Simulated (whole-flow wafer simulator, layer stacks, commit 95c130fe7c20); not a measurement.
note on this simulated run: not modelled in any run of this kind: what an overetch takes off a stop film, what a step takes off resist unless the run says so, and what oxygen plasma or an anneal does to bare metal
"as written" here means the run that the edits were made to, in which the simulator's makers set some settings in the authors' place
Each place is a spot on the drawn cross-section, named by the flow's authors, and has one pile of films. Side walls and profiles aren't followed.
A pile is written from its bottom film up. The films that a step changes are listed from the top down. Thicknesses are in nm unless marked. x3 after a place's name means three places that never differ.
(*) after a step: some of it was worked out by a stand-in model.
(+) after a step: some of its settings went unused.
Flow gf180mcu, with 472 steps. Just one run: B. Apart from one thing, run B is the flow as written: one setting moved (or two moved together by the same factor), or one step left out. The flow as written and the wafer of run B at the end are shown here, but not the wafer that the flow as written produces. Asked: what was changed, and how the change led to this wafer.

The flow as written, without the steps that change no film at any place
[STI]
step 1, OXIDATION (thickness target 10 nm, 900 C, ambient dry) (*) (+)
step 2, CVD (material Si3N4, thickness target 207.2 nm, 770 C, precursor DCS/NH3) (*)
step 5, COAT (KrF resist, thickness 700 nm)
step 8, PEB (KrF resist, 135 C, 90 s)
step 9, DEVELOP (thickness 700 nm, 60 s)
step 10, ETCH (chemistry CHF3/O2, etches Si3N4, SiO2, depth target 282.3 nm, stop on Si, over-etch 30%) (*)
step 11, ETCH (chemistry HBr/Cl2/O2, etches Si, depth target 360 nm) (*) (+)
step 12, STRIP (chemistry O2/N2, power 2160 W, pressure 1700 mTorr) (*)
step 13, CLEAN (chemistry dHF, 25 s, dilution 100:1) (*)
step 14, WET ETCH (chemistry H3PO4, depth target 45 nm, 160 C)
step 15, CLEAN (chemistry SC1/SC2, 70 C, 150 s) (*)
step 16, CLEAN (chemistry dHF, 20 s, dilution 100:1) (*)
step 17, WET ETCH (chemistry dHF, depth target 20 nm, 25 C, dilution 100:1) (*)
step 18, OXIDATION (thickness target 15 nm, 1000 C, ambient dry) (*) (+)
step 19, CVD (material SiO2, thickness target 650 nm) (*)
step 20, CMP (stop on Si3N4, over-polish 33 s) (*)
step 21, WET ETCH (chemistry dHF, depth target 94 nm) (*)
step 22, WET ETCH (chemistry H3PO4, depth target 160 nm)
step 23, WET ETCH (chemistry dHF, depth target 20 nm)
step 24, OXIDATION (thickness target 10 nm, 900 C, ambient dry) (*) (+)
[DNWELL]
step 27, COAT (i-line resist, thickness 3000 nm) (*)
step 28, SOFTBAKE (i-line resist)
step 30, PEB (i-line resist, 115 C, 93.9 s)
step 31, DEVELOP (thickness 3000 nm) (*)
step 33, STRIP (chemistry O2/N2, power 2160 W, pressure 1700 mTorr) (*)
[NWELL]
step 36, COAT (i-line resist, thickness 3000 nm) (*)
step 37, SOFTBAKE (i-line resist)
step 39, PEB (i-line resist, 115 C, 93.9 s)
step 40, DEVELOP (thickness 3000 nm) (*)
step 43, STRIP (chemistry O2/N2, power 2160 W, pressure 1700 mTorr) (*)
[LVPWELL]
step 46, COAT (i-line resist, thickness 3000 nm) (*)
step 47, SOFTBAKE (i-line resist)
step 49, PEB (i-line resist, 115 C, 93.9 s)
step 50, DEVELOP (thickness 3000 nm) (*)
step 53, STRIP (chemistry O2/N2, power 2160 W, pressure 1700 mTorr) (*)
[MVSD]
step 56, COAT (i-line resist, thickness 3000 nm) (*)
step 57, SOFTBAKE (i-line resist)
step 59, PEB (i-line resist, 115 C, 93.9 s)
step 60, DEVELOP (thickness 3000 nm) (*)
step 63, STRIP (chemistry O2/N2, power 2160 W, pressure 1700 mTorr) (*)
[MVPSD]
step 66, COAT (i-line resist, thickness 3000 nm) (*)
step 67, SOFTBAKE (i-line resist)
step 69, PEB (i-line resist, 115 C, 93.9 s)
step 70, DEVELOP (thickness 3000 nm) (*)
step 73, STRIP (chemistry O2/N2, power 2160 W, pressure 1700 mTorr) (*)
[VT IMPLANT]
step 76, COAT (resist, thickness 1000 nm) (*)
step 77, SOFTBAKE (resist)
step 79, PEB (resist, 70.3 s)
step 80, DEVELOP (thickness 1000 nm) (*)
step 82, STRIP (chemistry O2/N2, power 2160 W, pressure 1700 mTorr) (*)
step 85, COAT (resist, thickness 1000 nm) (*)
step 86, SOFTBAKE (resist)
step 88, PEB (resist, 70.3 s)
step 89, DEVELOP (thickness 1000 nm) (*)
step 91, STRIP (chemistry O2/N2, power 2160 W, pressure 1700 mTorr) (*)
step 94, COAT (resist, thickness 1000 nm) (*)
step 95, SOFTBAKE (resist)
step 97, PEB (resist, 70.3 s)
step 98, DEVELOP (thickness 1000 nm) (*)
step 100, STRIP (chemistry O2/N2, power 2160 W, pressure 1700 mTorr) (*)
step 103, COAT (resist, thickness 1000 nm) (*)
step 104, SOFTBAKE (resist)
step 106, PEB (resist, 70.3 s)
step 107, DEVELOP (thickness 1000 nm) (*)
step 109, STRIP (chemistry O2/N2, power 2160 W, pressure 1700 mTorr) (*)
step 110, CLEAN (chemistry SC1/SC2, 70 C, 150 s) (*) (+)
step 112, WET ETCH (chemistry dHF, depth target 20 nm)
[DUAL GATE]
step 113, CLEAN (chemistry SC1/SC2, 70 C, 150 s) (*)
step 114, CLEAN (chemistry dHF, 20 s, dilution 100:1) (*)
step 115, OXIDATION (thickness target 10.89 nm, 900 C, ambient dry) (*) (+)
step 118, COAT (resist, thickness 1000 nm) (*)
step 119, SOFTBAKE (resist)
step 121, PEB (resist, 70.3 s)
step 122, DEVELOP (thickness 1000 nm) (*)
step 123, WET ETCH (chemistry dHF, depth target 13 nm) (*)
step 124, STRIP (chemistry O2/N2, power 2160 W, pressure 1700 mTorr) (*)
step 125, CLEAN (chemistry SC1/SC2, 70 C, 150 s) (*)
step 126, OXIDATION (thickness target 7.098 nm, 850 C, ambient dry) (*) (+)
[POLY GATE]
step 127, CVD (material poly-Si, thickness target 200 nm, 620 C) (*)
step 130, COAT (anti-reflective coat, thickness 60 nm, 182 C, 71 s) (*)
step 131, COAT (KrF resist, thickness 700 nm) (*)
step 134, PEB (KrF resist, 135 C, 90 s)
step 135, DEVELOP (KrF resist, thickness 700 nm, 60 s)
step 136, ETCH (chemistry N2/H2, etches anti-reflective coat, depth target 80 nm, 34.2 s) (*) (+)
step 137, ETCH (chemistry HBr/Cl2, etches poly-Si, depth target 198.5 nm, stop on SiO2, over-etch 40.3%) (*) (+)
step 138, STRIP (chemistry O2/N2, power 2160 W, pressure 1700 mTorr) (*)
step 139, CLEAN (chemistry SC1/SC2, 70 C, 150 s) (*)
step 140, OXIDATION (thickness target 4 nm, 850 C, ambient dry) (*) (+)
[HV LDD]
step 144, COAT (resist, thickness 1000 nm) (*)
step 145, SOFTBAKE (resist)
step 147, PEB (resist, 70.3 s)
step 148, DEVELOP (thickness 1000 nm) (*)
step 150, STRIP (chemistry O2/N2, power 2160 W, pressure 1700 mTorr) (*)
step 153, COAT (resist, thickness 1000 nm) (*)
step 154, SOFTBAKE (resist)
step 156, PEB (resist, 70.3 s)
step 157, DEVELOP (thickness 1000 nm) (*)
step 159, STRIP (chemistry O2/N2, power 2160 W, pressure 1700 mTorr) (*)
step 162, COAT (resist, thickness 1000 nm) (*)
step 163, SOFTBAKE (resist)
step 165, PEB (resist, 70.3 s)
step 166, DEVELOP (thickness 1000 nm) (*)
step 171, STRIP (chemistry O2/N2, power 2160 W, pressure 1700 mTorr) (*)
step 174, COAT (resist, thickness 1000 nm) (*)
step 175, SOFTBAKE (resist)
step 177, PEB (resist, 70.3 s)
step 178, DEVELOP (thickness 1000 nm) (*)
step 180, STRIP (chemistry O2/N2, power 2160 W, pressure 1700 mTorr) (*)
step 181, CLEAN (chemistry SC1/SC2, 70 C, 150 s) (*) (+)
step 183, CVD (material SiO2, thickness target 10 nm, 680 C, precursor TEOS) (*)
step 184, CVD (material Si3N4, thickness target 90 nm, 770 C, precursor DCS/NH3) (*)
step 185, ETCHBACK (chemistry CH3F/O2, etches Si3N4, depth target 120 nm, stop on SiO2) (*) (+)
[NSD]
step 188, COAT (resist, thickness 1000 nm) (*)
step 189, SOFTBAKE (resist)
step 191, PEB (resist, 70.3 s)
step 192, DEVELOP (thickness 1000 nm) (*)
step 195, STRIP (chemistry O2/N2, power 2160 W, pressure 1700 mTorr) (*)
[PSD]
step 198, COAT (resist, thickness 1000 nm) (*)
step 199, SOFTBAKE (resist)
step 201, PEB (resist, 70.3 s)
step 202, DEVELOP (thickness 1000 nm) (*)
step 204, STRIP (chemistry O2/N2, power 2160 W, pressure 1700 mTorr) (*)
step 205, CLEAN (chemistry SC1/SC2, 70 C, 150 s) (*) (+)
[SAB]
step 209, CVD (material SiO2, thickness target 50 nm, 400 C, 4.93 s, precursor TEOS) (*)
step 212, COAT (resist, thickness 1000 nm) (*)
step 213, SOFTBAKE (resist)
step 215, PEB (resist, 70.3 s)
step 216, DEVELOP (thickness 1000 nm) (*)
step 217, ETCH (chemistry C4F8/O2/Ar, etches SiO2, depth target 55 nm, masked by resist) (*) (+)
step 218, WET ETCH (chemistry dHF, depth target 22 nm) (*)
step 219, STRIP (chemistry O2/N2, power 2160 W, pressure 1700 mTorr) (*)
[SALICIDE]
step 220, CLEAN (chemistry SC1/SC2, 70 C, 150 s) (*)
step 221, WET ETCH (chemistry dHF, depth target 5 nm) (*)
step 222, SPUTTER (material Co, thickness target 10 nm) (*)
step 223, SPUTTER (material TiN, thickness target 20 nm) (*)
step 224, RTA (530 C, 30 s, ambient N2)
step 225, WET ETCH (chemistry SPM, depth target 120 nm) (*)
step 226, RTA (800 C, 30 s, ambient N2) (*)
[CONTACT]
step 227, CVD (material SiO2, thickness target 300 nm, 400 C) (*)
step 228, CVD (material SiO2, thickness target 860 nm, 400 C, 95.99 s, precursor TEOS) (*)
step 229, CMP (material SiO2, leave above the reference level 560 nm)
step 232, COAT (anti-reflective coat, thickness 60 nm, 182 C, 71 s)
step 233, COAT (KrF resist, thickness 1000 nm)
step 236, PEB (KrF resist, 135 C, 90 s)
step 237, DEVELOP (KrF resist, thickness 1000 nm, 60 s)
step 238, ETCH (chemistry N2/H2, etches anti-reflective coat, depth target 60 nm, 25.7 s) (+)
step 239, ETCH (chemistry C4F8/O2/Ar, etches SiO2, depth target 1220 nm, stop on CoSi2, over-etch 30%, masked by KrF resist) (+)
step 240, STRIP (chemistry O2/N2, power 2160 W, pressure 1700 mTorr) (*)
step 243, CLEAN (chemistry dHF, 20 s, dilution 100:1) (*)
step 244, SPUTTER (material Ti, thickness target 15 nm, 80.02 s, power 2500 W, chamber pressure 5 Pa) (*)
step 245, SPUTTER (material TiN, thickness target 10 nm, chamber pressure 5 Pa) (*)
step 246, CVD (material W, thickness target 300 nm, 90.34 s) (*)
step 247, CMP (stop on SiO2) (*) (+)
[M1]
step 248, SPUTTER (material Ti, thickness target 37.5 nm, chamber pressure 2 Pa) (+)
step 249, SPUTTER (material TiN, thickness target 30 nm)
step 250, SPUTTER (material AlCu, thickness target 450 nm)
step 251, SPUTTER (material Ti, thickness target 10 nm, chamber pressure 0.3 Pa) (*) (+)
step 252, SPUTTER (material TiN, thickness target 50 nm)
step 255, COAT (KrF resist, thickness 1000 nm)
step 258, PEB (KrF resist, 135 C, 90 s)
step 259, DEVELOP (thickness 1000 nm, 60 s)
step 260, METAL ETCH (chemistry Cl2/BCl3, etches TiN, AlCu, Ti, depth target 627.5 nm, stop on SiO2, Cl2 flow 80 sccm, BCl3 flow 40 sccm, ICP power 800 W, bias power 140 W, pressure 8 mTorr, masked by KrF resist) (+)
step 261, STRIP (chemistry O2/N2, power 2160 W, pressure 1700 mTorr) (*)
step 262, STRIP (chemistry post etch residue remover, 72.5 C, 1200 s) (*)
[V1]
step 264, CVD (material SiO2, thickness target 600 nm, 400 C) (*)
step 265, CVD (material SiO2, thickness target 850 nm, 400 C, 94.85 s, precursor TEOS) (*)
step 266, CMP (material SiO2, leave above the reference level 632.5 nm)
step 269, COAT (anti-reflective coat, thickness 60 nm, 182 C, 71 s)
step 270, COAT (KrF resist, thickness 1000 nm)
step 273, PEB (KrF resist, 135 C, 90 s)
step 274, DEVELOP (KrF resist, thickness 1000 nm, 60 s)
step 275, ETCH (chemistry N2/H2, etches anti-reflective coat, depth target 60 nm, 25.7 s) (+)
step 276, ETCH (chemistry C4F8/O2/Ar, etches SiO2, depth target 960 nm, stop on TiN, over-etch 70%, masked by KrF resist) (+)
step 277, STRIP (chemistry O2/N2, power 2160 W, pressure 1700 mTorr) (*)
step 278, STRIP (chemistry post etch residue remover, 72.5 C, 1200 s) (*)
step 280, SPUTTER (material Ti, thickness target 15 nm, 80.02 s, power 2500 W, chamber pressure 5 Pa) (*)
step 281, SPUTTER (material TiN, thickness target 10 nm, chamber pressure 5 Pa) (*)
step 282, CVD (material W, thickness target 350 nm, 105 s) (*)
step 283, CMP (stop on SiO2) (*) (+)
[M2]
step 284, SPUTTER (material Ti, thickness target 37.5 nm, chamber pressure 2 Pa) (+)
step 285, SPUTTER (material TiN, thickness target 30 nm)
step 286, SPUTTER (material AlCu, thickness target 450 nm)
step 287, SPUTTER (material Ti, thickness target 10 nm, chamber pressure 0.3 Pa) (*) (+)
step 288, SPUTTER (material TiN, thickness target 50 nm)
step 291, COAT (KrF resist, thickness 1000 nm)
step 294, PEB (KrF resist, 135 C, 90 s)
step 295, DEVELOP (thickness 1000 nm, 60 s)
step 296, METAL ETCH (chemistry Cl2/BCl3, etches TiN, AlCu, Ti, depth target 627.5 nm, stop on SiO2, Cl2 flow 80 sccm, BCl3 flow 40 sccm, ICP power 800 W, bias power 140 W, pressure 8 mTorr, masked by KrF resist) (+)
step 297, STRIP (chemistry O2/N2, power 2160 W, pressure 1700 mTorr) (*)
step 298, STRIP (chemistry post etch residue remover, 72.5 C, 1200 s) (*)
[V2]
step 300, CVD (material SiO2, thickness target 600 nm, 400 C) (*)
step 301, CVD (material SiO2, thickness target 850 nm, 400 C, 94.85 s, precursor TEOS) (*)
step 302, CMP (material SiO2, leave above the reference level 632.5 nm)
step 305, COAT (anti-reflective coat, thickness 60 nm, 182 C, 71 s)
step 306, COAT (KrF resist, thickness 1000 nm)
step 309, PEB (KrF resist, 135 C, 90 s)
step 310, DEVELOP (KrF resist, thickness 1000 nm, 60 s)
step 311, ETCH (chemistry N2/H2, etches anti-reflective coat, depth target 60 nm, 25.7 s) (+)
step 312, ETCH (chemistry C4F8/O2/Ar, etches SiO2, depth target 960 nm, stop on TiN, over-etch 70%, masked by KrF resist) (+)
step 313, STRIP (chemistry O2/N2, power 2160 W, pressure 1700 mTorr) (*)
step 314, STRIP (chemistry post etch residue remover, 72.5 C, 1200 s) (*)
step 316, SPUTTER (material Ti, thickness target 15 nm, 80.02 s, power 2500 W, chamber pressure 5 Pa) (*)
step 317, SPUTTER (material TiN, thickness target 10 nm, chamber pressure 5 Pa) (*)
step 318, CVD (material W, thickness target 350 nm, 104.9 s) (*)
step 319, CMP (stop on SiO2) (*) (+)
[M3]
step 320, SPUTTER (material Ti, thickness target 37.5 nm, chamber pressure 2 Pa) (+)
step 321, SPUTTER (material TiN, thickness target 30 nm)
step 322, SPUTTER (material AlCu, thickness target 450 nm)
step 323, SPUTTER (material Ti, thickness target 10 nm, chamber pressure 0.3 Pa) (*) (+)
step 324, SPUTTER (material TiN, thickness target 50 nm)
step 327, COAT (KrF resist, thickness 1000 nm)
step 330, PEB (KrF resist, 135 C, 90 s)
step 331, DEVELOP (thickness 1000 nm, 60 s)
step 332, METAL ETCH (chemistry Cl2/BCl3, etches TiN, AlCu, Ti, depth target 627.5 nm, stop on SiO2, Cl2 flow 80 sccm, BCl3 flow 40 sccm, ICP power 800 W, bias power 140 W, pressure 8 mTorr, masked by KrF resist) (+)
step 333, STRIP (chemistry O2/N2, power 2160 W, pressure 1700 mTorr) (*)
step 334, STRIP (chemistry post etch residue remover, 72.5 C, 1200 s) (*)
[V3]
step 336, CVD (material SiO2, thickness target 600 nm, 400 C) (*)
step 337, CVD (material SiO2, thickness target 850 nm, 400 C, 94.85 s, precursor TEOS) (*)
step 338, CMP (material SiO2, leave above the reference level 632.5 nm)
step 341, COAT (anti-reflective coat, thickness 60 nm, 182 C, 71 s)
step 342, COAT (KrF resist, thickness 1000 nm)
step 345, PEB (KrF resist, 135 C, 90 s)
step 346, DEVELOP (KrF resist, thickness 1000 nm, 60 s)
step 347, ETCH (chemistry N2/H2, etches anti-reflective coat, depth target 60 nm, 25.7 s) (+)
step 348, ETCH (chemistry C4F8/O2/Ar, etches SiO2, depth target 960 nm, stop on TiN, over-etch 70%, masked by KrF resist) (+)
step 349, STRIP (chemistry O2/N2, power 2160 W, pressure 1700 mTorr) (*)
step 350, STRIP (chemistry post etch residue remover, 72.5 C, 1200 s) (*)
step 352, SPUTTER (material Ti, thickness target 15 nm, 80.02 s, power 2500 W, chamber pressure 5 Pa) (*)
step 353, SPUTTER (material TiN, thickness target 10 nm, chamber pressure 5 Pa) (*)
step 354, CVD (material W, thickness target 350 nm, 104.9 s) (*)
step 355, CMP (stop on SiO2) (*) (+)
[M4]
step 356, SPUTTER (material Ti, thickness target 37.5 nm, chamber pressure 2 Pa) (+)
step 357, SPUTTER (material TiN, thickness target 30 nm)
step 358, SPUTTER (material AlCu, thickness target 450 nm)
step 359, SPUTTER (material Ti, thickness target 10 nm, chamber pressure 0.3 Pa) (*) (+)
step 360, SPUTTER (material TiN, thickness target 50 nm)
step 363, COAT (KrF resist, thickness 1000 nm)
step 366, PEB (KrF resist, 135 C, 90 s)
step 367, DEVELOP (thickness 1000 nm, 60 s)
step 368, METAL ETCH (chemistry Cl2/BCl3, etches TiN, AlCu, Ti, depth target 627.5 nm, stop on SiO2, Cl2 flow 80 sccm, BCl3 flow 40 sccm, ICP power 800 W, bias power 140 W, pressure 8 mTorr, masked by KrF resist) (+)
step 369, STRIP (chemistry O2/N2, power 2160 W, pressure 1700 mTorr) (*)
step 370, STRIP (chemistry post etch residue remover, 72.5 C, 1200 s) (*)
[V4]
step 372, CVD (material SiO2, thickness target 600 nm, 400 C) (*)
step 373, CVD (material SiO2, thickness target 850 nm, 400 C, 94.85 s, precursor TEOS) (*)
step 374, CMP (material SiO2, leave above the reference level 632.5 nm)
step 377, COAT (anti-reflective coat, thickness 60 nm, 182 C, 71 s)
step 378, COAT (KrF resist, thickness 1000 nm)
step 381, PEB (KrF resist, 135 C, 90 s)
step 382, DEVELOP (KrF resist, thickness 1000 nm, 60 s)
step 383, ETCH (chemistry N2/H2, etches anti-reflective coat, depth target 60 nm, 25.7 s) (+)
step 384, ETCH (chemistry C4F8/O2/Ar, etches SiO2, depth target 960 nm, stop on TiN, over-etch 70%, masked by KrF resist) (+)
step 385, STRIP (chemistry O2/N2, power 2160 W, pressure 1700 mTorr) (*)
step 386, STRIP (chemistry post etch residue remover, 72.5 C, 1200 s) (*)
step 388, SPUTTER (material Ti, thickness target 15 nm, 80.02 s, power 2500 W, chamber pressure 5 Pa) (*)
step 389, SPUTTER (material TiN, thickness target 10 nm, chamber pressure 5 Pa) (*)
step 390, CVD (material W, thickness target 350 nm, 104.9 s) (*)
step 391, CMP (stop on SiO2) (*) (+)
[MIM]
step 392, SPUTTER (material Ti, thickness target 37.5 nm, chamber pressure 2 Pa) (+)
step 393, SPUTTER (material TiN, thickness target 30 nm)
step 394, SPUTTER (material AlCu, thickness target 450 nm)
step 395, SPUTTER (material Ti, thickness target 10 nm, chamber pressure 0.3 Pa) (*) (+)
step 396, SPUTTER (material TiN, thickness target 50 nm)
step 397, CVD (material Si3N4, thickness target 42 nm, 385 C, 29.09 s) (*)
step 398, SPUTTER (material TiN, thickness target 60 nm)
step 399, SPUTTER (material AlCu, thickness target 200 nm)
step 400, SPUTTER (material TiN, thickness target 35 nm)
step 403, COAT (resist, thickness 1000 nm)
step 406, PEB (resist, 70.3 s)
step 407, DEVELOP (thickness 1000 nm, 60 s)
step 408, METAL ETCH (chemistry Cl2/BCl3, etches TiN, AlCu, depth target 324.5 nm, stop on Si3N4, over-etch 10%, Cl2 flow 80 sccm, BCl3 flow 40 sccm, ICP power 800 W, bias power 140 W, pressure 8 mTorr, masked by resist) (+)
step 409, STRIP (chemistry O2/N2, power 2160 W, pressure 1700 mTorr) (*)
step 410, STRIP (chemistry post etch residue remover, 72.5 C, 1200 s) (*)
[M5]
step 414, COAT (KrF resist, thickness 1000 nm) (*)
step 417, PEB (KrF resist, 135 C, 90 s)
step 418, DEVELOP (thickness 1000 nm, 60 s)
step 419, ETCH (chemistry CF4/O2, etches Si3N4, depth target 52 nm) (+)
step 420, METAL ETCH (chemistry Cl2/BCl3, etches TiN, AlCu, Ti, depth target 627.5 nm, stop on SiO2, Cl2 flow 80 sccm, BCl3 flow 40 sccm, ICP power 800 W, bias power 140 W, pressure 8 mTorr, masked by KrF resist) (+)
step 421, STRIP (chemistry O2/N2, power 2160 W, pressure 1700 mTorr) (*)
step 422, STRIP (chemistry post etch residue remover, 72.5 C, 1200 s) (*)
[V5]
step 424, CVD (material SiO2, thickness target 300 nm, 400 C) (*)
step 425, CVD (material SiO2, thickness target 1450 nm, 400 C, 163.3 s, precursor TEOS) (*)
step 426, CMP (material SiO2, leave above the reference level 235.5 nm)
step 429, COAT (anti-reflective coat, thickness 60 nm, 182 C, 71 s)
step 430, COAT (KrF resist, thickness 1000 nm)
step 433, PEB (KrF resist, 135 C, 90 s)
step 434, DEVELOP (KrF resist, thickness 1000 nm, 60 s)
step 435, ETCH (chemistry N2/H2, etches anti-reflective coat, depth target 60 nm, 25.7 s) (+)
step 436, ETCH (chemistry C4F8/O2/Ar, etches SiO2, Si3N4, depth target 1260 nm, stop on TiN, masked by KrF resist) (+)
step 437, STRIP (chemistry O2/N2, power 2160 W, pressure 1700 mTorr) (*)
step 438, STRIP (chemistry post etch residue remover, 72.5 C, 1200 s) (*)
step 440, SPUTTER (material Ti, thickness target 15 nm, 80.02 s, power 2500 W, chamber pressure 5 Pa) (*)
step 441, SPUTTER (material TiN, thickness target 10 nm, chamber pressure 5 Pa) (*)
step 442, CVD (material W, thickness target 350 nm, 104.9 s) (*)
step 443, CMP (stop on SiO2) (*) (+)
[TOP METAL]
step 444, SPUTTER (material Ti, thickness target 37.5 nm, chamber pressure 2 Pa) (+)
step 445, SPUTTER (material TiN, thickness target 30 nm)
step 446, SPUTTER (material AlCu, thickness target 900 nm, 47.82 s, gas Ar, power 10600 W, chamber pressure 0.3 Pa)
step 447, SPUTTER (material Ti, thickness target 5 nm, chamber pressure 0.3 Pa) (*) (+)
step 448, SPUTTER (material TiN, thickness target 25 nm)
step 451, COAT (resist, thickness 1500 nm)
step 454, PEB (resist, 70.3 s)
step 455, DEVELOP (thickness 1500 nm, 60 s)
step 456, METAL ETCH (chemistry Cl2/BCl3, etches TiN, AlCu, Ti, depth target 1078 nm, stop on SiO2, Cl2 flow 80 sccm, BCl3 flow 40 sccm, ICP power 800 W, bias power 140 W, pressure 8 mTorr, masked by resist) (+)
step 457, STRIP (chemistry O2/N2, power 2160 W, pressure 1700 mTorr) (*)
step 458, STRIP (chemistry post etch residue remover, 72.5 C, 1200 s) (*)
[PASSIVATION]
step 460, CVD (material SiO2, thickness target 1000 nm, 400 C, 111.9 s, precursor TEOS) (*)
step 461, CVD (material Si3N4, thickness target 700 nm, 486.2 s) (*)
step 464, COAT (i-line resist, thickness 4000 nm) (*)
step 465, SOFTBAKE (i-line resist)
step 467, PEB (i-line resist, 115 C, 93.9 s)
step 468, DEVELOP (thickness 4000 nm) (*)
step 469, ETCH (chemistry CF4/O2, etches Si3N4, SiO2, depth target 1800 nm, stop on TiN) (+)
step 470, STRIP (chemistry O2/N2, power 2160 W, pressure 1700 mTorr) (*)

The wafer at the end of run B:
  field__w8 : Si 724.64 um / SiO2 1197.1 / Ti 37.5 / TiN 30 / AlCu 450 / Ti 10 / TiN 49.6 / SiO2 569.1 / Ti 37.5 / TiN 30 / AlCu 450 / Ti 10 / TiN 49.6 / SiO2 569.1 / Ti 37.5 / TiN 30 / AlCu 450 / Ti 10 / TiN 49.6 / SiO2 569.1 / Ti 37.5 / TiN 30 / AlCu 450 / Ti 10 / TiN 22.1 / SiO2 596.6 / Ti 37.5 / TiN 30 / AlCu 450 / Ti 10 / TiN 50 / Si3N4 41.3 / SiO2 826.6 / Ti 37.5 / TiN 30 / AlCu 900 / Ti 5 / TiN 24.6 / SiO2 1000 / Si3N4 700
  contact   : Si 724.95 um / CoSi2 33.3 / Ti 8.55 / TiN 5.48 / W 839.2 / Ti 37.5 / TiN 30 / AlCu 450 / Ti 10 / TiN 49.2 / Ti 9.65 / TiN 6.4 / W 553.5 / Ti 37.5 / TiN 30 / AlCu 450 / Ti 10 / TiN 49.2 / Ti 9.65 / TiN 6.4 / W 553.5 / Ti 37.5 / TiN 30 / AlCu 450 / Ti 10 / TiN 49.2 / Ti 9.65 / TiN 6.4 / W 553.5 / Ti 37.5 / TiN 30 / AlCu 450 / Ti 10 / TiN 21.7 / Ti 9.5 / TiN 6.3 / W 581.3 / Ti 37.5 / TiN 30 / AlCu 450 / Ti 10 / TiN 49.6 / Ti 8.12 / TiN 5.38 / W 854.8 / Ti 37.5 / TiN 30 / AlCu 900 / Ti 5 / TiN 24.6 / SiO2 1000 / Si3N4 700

The reason: step 360, SPUTTER: thickness target 22.5 nm was run, while the flow as written has thickness target 50 nm.

The path from the change to this, step by step:
  step 360, SPUTTER (material TiN, thickness target 50 nm)
      field, field__w1, field__w2 and 108 more: TiN gains 22.5 (new film) (in the flow as written it would be: TiN gains 50 (new film))
  step 368, METAL ETCH (chemistry Cl2/BCl3, etches TiN, AlCu, Ti, depth target 627.5 nm, stop on SiO2, Cl2 flow 80 sccm, BCl3 flow 40 sccm, ICP power 800 W, bias power 140 W, pressure 8 mTorr, masked by KrF resist) (+)
      field, field__w1, field__w2 and 103 more: TiN loses 22.5 (all of it), Ti loses 10 (all of it), AlCu loses 450 (all of it), TiN loses 30 (all of it), Ti loses 37.5 (all of it) (in the flow as written it would be: TiN loses 50 (all of it), Ti loses 10 (all of it), AlCu loses 450 (all of it), TiN loses 30 (all of it), Ti loses 37.5 (all of it))
  step 374, CMP (material SiO2, leave above the reference level 632.5 nm)
      field__w8, contact, m1, m1__w1, m1_nw: SiO2 loses 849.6 (in the flow as written it would be: SiO2 loses 877.1)
  step 384, ETCH (chemistry C4F8/O2/Ar, etches SiO2, depth target 960 nm, stop on TiN, over-etch 70%, masked by KrF resist) (+)
      contact: SiO2 loses 600 (all of it) (in the flow as written it would be: SiO2 loses 572.5 (all of it))
  step 390, CVD (material W, thickness target 350 nm, 104.9 s) (*)
      contact: W gains 960 (new film) (in the flow as written it would be: W gains 932.3 (new film))
